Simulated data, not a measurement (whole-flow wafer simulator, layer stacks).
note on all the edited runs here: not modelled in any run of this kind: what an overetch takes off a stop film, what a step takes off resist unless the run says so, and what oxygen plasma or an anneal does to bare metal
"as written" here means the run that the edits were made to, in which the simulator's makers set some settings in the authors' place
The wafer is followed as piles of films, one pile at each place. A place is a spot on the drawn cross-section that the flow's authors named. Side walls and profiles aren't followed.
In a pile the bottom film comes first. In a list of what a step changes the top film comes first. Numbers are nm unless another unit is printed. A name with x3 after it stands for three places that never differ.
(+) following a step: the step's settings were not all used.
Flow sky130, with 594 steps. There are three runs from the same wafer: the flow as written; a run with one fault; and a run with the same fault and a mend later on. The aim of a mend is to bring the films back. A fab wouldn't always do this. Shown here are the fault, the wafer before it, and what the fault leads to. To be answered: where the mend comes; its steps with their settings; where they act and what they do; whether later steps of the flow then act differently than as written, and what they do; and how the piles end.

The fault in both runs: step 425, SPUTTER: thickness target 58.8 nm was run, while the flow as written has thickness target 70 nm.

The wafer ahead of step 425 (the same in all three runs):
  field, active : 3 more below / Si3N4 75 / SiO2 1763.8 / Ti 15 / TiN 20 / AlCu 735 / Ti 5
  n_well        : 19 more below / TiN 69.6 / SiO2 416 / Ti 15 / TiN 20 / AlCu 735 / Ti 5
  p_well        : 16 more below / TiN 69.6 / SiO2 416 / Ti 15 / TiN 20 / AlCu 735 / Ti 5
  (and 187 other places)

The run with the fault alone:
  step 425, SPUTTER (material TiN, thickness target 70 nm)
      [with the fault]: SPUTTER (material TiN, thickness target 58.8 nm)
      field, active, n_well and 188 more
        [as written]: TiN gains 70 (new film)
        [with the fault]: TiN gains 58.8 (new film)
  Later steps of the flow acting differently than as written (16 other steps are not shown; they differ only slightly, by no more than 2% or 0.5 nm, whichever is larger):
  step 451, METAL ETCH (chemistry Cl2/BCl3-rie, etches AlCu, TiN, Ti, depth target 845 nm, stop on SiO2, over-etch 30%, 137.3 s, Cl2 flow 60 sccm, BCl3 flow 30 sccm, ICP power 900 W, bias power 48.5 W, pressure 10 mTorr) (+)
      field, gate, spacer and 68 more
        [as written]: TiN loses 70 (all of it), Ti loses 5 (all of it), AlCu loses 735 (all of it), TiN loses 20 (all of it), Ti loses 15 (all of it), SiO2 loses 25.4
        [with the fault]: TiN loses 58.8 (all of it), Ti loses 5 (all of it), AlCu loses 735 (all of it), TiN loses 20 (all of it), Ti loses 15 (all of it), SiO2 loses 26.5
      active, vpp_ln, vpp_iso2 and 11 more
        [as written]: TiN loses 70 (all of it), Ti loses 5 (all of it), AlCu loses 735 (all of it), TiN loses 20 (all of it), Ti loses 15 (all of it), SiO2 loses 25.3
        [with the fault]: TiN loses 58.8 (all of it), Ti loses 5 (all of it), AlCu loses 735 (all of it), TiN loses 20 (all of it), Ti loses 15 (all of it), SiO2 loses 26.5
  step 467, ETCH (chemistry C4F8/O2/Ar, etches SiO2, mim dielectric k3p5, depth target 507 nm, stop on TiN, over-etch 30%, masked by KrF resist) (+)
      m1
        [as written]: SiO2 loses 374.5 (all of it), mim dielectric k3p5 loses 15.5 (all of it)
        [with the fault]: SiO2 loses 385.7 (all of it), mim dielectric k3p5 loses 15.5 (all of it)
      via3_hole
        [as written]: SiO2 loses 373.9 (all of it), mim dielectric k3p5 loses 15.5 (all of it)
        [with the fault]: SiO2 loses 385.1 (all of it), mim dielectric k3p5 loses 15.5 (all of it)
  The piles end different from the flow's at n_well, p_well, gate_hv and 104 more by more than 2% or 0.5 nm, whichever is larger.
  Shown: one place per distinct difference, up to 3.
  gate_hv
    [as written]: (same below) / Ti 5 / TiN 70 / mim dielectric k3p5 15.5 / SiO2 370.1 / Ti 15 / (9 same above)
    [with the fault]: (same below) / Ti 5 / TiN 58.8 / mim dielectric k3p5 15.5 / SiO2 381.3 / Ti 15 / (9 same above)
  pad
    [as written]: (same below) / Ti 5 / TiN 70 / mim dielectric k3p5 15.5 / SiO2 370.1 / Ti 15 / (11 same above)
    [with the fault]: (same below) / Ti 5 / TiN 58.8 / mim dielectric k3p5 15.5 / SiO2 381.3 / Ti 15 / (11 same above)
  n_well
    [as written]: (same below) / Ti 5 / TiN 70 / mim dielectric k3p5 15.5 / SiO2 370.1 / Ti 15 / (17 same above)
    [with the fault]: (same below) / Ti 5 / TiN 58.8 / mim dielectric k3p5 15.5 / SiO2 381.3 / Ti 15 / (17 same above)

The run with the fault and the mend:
  The mend stands after step 425.
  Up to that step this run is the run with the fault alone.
  step 425a, SPUTTER (material TiN, thickness target 11.2 nm) (a further turn of the flow's step 425, with different settings)
      field, active, n_well and 188 more
        TiN gains 11.2
  Later steps of the flow that are run all act as written at every place that is followed.
  The piles end the same as the flow's at every place that both follow.
